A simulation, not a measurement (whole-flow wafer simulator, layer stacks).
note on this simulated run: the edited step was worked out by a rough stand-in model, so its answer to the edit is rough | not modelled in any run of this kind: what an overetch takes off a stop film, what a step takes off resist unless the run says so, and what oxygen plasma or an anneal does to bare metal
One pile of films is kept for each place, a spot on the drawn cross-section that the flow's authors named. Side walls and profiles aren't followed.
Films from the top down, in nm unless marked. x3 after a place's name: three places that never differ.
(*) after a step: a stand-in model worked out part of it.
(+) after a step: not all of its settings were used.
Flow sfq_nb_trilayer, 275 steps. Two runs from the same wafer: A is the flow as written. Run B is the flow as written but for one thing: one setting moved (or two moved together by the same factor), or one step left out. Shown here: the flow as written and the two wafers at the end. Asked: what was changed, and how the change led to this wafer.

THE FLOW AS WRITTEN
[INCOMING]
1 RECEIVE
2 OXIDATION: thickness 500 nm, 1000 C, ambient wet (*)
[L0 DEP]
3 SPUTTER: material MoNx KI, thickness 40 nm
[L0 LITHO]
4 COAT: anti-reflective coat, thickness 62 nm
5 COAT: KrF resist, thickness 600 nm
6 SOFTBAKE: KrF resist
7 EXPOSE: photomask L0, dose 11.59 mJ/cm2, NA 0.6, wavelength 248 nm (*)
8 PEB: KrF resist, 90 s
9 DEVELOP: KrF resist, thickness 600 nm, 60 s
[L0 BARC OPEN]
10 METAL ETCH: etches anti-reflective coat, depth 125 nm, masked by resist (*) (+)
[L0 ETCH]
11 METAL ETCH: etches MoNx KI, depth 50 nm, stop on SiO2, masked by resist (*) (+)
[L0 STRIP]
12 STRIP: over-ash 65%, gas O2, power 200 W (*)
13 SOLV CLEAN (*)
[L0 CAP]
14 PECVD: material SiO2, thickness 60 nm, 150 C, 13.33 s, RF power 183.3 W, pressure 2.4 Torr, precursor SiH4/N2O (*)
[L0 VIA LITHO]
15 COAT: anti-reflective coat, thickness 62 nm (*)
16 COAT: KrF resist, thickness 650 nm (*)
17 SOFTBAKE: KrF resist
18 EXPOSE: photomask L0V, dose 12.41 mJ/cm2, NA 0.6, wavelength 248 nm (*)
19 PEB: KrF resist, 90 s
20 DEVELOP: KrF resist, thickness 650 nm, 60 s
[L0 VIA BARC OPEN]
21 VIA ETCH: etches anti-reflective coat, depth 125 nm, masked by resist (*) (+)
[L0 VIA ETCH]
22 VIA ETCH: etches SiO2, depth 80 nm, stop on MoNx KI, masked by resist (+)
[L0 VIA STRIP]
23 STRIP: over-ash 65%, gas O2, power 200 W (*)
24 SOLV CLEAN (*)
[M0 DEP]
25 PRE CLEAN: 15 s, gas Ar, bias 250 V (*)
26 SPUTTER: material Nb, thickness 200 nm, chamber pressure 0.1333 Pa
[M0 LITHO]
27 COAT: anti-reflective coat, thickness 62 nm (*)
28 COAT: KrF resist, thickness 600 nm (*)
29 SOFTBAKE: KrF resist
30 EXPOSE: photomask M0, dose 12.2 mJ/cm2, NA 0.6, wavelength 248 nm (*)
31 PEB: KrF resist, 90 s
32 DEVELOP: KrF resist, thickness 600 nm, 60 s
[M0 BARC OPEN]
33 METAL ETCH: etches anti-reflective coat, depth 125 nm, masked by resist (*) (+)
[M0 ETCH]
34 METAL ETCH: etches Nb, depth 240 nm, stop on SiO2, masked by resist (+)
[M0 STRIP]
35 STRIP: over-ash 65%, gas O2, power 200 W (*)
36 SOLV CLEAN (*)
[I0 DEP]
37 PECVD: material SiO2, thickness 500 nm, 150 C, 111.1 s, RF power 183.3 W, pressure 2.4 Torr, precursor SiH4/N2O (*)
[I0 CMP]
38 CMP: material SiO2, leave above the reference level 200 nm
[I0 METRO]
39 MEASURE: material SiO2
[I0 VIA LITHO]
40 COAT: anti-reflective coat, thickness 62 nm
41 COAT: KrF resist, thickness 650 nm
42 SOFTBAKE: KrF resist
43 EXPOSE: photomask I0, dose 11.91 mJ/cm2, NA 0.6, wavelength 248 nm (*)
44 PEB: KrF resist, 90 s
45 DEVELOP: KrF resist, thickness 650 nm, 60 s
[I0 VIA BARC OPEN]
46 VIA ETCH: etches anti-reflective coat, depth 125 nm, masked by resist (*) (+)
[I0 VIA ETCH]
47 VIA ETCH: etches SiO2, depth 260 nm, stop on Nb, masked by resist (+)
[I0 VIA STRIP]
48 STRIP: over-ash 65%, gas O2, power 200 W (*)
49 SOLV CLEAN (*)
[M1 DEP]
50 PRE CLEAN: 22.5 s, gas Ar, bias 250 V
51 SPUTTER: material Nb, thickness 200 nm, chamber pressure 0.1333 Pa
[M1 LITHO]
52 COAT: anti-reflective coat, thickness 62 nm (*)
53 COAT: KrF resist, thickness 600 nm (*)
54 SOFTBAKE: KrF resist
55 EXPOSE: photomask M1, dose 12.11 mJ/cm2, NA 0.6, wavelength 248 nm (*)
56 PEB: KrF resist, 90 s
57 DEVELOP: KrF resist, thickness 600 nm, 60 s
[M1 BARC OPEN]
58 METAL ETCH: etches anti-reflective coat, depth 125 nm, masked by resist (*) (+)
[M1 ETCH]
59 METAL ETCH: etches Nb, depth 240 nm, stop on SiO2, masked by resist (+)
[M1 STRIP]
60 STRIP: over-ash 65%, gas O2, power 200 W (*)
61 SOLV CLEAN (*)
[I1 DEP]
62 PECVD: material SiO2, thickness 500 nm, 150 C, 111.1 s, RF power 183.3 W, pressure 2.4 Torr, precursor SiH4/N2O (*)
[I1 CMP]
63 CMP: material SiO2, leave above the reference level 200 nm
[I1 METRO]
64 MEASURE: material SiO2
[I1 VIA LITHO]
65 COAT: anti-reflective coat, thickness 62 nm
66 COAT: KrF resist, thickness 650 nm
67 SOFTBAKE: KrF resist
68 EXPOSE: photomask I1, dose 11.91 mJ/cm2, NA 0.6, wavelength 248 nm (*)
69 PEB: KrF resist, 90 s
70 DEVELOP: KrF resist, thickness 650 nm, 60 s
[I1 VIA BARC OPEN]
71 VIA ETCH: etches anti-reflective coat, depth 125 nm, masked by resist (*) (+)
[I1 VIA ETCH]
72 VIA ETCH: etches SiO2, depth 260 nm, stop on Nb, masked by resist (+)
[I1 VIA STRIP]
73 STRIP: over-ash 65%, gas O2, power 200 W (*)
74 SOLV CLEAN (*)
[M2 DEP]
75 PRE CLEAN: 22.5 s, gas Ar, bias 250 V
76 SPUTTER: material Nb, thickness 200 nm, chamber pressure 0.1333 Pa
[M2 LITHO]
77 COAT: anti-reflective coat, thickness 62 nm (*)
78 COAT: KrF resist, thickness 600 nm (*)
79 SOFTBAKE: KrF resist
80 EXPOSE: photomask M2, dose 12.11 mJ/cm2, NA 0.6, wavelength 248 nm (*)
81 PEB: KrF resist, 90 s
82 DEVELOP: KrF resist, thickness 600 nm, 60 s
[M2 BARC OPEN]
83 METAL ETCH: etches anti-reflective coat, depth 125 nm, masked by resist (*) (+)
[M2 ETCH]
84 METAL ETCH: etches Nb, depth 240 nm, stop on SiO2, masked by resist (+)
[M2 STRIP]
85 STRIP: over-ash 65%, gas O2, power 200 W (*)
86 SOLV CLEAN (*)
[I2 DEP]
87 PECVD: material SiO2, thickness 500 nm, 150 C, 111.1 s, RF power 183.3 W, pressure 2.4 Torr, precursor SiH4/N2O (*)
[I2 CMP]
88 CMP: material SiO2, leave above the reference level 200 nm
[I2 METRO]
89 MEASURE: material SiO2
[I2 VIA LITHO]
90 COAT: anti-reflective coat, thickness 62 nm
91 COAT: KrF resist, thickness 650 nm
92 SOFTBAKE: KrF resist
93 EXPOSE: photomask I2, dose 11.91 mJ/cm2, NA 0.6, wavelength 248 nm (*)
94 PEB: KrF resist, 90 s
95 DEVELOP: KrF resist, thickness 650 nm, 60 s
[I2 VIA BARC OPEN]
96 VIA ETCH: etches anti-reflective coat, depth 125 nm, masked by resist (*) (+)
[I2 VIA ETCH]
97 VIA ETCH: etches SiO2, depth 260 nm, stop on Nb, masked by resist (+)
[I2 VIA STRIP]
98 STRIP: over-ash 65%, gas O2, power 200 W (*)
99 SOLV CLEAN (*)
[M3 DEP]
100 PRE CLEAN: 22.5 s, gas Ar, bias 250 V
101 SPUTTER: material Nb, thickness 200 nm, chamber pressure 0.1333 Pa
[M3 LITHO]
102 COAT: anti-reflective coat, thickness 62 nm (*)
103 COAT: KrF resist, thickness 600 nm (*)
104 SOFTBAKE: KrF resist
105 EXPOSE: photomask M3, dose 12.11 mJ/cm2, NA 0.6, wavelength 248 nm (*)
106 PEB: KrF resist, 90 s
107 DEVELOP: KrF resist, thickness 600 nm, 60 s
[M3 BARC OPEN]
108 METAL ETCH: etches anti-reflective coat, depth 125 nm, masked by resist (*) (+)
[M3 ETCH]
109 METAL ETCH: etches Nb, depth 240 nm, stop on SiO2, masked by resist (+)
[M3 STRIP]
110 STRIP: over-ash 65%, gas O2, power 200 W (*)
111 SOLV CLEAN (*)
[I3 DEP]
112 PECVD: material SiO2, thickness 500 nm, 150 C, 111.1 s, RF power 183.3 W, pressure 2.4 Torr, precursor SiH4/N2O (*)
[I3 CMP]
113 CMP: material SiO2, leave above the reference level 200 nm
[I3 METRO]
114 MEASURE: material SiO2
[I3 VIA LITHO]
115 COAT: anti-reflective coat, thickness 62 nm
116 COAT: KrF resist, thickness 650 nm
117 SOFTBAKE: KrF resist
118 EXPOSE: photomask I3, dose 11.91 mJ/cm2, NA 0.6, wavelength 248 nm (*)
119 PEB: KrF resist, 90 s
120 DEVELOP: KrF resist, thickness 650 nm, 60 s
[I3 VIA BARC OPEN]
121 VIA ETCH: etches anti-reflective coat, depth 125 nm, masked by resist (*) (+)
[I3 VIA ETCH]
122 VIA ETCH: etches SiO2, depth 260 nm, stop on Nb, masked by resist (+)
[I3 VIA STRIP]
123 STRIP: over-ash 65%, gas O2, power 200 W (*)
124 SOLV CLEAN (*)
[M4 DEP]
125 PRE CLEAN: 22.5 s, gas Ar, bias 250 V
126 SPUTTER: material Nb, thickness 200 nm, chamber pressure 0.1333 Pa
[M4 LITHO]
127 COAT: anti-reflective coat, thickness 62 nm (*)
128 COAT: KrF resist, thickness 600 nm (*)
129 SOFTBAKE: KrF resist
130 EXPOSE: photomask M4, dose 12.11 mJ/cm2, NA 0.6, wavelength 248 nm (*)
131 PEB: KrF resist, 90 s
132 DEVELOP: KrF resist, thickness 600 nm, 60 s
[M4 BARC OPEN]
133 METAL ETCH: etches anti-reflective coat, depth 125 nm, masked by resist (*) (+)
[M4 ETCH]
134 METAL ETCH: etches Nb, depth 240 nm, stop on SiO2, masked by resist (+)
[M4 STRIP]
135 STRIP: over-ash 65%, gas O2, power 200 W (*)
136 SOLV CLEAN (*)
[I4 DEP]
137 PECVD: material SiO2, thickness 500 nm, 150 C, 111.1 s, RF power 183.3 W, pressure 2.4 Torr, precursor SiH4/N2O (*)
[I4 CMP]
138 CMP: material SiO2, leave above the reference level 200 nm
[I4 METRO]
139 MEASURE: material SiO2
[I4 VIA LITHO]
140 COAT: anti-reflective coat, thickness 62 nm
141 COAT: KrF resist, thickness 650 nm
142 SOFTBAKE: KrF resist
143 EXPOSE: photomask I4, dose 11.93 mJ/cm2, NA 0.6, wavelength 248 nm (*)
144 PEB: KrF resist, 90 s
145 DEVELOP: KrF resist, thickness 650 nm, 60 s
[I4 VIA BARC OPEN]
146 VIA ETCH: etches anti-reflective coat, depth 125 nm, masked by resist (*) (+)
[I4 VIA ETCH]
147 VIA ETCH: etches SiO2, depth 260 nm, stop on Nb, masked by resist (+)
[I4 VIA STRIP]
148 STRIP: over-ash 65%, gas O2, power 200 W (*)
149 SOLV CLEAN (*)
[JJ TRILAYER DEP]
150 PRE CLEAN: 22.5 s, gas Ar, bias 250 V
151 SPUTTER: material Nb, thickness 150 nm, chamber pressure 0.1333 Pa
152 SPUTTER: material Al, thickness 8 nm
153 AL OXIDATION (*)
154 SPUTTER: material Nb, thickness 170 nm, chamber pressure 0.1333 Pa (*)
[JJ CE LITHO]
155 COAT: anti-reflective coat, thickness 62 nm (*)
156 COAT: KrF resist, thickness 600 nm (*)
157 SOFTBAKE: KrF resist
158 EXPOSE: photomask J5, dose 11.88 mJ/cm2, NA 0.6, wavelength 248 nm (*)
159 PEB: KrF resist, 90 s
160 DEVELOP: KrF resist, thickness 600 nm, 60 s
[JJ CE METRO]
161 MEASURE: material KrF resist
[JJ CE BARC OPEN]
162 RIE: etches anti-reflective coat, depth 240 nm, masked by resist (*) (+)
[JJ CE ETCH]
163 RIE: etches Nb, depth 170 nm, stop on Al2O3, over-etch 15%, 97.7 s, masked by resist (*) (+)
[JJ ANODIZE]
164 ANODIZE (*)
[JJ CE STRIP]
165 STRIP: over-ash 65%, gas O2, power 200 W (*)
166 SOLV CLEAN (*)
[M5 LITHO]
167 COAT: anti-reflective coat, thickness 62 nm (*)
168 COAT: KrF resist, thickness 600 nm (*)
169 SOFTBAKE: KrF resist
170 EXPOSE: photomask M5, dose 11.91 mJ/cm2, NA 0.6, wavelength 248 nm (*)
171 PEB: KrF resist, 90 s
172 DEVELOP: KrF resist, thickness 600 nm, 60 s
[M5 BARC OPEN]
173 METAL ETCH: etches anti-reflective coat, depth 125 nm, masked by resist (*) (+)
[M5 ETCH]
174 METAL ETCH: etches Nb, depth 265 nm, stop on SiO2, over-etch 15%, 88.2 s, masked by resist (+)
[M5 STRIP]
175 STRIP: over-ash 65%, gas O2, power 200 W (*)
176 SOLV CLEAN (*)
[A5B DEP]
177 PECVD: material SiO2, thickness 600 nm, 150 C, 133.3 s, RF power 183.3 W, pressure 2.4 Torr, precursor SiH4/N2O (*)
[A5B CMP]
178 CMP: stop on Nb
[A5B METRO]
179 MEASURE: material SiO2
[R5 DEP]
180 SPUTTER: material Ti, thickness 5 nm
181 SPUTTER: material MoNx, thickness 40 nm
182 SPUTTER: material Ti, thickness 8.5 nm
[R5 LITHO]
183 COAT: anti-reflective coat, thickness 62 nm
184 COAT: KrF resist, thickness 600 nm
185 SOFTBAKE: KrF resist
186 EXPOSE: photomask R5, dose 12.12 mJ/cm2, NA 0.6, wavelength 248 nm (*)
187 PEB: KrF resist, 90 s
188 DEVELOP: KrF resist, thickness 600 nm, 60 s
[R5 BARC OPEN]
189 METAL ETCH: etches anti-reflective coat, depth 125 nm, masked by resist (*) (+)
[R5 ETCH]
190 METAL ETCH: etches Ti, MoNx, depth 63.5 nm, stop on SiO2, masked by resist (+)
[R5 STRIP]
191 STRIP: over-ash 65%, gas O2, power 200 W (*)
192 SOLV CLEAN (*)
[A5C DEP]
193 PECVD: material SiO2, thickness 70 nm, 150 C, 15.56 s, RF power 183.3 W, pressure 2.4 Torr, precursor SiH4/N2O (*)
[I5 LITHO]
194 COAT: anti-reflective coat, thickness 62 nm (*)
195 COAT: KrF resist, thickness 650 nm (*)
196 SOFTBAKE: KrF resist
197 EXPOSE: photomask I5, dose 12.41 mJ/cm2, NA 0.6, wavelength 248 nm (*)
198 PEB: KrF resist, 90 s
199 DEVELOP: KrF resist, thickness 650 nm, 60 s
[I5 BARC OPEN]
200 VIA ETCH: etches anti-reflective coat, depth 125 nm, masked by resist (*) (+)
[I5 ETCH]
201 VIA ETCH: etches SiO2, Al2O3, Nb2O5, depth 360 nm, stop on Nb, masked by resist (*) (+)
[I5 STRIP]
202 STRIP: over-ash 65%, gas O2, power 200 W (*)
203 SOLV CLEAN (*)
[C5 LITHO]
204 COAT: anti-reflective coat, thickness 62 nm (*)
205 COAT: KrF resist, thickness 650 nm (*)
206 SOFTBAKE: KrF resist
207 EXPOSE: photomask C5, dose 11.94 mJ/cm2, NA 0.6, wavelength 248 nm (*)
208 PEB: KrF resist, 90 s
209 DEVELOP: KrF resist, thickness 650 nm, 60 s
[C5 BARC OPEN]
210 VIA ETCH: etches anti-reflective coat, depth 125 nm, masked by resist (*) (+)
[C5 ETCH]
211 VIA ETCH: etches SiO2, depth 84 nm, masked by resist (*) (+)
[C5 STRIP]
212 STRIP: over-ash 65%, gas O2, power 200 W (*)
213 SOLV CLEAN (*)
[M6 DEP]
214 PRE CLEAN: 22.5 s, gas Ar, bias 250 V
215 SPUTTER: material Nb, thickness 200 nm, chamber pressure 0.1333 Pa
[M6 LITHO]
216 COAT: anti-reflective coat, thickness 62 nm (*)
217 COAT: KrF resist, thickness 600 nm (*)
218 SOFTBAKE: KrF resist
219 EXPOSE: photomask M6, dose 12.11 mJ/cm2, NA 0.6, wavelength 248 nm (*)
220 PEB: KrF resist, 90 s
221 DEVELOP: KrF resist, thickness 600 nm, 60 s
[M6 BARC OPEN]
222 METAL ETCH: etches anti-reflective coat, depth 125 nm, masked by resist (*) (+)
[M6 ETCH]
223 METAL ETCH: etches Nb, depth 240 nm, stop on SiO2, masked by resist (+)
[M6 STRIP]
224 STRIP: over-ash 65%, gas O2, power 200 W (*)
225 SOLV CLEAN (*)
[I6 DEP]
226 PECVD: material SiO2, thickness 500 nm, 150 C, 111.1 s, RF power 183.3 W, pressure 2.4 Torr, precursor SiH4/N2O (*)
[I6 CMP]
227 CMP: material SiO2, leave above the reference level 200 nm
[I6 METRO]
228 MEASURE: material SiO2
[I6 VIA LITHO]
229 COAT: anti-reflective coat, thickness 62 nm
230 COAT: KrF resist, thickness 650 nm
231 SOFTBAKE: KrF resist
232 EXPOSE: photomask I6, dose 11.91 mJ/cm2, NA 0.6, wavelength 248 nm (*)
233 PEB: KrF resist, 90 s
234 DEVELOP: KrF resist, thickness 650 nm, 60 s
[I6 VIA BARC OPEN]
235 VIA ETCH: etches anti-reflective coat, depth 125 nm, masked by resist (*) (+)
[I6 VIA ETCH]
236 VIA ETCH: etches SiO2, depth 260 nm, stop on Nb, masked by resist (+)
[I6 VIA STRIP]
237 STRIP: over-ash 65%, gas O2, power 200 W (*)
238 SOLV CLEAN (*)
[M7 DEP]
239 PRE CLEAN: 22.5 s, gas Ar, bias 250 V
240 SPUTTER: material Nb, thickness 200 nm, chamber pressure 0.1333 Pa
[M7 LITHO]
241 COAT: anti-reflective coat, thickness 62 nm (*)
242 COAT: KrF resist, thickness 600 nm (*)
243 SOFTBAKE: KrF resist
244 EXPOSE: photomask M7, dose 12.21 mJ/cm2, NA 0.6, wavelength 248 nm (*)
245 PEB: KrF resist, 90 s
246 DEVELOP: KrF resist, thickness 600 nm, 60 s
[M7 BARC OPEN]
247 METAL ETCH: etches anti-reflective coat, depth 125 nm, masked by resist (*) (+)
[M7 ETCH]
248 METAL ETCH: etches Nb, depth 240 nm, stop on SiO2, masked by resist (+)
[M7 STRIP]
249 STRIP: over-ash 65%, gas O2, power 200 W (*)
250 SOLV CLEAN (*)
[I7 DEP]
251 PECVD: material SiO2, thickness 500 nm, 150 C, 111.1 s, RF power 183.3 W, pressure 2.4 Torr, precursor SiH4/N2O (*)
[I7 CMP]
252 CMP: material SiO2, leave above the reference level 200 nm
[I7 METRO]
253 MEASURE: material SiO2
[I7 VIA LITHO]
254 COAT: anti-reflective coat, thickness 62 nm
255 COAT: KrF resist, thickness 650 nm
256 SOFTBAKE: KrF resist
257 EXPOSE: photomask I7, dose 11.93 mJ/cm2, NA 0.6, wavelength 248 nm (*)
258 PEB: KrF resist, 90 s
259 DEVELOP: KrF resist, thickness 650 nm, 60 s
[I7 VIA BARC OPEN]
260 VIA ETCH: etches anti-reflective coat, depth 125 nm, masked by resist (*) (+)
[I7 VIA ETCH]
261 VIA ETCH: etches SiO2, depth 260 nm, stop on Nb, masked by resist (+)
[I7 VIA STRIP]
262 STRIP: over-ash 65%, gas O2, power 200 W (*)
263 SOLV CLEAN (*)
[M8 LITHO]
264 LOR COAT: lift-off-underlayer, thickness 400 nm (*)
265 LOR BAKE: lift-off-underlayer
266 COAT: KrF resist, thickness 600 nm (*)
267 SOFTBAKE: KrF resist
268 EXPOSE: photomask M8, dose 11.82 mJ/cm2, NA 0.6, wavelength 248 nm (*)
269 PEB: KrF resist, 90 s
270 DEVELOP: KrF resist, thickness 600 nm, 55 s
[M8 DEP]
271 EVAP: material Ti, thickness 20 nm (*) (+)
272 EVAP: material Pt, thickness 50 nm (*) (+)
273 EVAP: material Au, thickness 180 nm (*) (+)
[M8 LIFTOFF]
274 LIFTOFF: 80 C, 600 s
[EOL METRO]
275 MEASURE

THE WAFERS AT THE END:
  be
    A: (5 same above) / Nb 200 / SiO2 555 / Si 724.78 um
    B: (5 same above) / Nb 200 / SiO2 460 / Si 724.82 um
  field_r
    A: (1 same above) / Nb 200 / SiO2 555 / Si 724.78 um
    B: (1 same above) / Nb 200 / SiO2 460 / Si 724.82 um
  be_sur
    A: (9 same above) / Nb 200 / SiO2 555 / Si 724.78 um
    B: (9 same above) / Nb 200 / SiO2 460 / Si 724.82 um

The cause: step 2, OXIDATION: thickness 405 nm was run, where the flow has thickness 500 nm.

How the change led to this, step by step:
  2 OXIDATION: thickness 500 nm, 1000 C, ambient wet (*)
      field_l, v_sur, via_wl and 103 more: A SiO2 +500 (new film), chemical SiO2 -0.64 (all of it), Si -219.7 | B SiO2 +405 (new film), chemical SiO2 -0.64 (all of it), Si -177.9
